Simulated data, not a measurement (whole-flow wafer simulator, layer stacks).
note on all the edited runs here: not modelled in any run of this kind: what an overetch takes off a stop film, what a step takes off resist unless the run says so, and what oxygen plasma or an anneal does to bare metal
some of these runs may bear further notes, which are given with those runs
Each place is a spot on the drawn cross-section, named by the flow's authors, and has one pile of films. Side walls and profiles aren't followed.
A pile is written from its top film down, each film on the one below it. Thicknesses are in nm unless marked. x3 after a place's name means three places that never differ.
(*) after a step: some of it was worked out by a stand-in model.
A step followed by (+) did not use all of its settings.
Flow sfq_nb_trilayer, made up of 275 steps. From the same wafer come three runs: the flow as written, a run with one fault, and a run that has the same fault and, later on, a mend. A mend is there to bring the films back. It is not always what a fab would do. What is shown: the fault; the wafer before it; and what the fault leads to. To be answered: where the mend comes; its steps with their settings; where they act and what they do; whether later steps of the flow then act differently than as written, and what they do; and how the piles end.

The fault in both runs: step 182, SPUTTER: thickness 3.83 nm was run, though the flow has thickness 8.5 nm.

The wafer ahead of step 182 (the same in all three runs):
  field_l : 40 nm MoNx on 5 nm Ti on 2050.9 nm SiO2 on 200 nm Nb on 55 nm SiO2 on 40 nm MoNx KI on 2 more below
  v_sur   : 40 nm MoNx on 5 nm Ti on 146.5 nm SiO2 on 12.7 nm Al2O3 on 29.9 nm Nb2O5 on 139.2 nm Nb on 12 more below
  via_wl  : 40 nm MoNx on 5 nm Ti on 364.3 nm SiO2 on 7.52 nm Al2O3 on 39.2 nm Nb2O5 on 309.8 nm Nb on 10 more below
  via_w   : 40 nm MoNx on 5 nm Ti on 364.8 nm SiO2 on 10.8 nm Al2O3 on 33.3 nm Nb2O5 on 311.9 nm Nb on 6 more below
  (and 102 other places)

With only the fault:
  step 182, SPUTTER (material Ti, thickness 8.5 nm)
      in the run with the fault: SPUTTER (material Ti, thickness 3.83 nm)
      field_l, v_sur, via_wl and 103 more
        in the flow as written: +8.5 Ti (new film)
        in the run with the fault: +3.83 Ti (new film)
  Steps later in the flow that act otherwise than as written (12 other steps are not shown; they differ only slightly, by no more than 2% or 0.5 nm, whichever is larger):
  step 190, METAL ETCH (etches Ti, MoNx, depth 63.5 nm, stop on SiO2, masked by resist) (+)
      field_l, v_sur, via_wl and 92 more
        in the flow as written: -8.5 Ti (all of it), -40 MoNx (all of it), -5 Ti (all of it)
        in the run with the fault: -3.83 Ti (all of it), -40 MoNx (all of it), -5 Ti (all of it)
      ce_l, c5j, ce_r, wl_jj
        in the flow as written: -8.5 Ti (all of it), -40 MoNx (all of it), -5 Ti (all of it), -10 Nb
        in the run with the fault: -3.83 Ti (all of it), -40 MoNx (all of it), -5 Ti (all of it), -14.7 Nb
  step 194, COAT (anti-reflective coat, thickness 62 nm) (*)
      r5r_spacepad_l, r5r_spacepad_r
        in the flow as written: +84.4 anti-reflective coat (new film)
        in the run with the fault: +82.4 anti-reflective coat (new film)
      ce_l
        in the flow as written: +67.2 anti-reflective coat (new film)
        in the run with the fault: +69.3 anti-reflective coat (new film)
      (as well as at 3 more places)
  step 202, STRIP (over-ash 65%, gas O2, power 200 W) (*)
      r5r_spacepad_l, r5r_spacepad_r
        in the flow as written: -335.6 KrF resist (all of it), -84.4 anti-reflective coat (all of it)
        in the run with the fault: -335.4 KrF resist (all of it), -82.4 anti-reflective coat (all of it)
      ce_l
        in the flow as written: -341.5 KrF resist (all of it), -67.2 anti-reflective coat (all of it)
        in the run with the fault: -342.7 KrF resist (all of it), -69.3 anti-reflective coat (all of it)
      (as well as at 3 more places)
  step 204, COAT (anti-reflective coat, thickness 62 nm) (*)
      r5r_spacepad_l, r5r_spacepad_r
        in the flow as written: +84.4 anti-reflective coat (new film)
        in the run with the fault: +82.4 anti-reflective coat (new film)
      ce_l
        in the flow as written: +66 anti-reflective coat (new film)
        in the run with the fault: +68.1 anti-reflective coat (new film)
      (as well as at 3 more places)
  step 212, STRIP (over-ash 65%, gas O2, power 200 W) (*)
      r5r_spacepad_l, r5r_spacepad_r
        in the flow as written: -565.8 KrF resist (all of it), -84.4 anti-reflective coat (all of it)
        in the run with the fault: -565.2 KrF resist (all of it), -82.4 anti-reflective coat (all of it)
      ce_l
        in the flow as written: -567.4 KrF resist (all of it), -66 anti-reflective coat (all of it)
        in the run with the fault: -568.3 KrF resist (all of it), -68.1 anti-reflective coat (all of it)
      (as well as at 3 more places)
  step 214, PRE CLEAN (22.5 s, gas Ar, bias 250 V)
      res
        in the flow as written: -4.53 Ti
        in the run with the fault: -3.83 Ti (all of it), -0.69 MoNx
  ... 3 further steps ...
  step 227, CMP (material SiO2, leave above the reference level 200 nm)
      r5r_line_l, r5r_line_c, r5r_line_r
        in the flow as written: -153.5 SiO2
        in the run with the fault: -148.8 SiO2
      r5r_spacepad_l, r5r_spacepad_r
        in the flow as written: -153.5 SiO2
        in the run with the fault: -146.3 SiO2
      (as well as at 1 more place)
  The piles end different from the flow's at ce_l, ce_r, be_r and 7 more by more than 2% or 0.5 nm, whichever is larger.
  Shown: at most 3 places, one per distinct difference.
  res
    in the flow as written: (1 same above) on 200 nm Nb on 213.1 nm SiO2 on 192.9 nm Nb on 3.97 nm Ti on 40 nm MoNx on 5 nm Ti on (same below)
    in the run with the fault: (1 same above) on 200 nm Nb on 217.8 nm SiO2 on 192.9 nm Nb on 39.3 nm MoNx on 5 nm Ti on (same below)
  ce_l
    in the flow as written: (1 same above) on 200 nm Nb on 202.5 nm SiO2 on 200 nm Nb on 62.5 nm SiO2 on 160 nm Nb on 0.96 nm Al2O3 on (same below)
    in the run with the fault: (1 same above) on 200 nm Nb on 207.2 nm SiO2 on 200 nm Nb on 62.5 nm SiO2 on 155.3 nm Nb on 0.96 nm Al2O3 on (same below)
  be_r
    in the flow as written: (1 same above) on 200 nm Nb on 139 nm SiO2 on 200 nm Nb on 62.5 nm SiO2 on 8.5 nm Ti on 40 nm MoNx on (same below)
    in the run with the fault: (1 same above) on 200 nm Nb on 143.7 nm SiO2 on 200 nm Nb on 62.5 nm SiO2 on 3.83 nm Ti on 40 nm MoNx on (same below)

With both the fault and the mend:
  The mend follows step 182.
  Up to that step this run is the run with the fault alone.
  step 182a, SPUTTER (material Ti, thickness 4.67 nm) (the flow's step 182, run once more with other settings)
      field_l, v_sur, via_wl and 103 more
        +4.67 Ti
  Later steps of the flow that are run all act as written at every place that is followed, up to a difference of at most 2% or 0.5 nm, whichever is larger.
  The piles end only slightly different from the flow's at the places that both follow, by no more than 2% or 0.5 nm, whichever is larger.
